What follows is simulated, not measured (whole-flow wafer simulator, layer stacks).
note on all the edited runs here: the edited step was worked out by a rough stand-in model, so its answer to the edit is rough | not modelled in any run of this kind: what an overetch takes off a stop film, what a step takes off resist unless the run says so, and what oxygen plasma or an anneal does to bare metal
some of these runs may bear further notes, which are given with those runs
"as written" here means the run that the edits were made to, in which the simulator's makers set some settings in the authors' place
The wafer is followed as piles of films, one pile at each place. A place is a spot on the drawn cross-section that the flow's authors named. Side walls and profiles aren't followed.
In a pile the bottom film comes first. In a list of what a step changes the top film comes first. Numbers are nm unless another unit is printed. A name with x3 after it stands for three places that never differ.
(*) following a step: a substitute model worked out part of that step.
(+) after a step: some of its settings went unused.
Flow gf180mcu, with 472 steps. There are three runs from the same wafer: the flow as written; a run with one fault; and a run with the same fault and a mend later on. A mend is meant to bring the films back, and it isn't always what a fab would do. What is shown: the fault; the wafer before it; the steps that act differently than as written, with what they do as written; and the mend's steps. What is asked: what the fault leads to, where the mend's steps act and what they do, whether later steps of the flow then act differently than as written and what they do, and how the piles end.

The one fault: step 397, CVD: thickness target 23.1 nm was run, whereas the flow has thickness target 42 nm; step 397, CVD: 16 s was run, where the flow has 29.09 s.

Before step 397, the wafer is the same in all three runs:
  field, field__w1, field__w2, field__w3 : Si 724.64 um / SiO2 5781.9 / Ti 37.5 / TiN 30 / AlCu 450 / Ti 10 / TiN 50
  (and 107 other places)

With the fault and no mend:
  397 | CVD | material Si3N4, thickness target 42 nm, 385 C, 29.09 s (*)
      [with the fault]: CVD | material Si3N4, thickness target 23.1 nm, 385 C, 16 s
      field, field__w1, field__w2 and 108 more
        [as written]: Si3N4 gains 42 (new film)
        [with the fault]: Si3N4 gains 23.1 (new film)
  Steps further on in the flow that do not act as written (5 other steps are not shown; they differ only slightly, by no more than 2% or 0.5 nm, whichever is larger):
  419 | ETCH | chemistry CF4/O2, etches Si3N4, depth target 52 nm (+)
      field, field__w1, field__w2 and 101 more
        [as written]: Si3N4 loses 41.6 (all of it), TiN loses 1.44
        [with the fault]: Si3N4 loses 22.8 (all of it), TiN loses 1.58
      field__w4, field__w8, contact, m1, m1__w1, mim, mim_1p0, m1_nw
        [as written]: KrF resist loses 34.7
        [with the fault]: KrF resist loses 22.8
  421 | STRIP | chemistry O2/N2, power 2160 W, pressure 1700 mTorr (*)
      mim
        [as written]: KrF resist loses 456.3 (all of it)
        [with the fault]: KrF resist loses 468.2 (all of it)
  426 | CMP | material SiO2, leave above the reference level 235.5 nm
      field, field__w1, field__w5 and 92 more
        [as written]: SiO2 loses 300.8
        [with the fault]: SiO2 loses 319.7
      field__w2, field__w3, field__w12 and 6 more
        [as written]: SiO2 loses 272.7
        [with the fault]: SiO2 loses 292.4
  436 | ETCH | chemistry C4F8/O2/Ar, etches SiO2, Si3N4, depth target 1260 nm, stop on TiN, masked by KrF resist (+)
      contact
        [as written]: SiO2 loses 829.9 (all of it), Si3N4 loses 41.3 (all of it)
        [with the fault]: SiO2 loses 829.9 (all of it), Si3N4 loses 22.4 (all of it)
  The piles end different from the flow's at field__w4, field__w8, contact, m1, m1__w1, mim, mim_1p0, m1_nw by more than 2% or 0.5 nm, whichever is larger.
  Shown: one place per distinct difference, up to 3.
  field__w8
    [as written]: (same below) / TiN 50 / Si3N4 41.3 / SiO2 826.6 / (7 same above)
    [with the fault]: (same below) / TiN 50 / Si3N4 22.4 / SiO2 826.6 / (7 same above)
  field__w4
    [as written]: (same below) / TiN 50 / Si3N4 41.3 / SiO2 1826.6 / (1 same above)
    [with the fault]: (same below) / TiN 50 / Si3N4 22.4 / SiO2 1826.6 / (1 same above)
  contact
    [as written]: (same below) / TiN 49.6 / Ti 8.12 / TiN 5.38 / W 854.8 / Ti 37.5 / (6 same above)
    [with the fault]: (same below) / TiN 49.6 / Ti 8.21 / TiN 5.44 / W 835.8 / Ti 37.5 / (6 same above)

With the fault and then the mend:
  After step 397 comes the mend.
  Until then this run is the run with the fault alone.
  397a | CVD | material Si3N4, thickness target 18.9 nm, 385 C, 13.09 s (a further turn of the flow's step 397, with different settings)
      field, field__w1, field__w2 and 108 more
        Si3N4 gains 18.9
  Every later step of the flow that is run acts as written, at every place that is followed, to within 2% or 0.5 nm, whichever is larger.
  At the end the piles are close to the flow's at the places that both follow, differing by at most 2% or 0.5 nm, whichever is larger.
